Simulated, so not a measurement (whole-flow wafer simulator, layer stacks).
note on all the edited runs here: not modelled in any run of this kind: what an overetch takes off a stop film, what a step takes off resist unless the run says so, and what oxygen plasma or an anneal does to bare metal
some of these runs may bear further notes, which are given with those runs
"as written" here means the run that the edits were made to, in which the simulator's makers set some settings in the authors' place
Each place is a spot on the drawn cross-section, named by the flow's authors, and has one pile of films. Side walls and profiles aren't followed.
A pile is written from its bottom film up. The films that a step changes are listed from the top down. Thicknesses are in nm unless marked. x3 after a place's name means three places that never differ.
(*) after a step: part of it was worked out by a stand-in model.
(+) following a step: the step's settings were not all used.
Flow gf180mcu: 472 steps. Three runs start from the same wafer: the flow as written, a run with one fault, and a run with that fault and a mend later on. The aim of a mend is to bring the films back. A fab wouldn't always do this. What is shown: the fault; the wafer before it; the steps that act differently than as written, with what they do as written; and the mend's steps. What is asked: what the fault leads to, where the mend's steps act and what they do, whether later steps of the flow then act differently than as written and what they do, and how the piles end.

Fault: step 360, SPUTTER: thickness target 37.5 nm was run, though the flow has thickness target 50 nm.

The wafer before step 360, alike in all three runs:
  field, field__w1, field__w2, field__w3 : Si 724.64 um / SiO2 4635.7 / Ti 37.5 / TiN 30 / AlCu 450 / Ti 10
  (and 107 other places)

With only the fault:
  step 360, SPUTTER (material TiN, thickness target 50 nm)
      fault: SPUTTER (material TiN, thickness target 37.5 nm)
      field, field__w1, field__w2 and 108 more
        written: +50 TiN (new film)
        fault: +37.5 TiN (new film)
  Steps further on in the flow that do not act as written (not shown: 4 more steps that differ only slightly, by at most 2% or 0.5 nm, whichever is larger):
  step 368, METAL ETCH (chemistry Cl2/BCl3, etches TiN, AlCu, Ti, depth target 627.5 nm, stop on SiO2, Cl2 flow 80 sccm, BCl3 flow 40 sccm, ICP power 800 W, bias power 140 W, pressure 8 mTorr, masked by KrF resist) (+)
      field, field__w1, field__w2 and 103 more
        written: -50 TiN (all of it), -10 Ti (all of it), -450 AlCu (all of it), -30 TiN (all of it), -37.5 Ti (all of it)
        fault: -37.5 TiN (all of it), -10 Ti (all of it), -450 AlCu (all of it), -30 TiN (all of it), -37.5 Ti (all of it)
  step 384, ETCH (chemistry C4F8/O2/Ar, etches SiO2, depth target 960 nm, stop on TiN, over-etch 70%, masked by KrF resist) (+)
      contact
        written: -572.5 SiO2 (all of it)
        fault: -585 SiO2 (all of it)
  By the end, the piles at field__w8, contact, m1, m1__w1, m1_nw depart from the flow's by more than 2% or 0.5 nm, whichever is larger.
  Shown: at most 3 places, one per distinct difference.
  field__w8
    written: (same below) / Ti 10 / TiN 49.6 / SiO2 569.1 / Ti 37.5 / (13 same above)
    fault: (same below) / Ti 10 / TiN 37.1 / SiO2 581.6 / Ti 37.5 / (13 same above)
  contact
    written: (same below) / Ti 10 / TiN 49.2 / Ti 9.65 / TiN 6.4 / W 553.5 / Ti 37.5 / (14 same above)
    fault: (same below) / Ti 10 / TiN 36.7 / Ti 9.58 / TiN 6.36 / W 566.1 / Ti 37.5 / (14 same above)

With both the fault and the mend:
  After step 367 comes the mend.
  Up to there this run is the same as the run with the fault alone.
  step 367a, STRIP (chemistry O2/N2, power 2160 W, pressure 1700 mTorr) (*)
      field__w8, contact, m1, m1__w1, m1_nw
        -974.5 KrF resist (all of it)
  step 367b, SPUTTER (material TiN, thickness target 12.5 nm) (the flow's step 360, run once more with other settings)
      field, field__w1, field__w2 and 108 more
        +12.5 TiN
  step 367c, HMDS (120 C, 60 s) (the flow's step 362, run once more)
      does not change any film at any place that is followed
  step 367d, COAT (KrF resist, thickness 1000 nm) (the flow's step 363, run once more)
      field, field__w1, field__w2 and 108 more
        +1000 KrF resist (new film)
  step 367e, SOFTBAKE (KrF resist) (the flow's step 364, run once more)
      does not change any film at any place that is followed
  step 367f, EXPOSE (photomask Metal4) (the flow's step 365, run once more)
      does not change any film at any place that is followed
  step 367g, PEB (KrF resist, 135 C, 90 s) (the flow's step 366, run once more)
      field, field__w1, field__w2 and 108 more
        -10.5 KrF resist
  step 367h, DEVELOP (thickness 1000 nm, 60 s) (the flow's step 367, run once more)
      field, field__w1, field__w2 and 103 more
        -989.5 KrF resist (all of it)
      field__w8, contact, m1, m1__w1, m1_nw
        -14.9 KrF resist
  None of the later steps of the flow acts differently than as written at any place that is followed.
  By the end, the piles equal the flow's at every place that both follow.
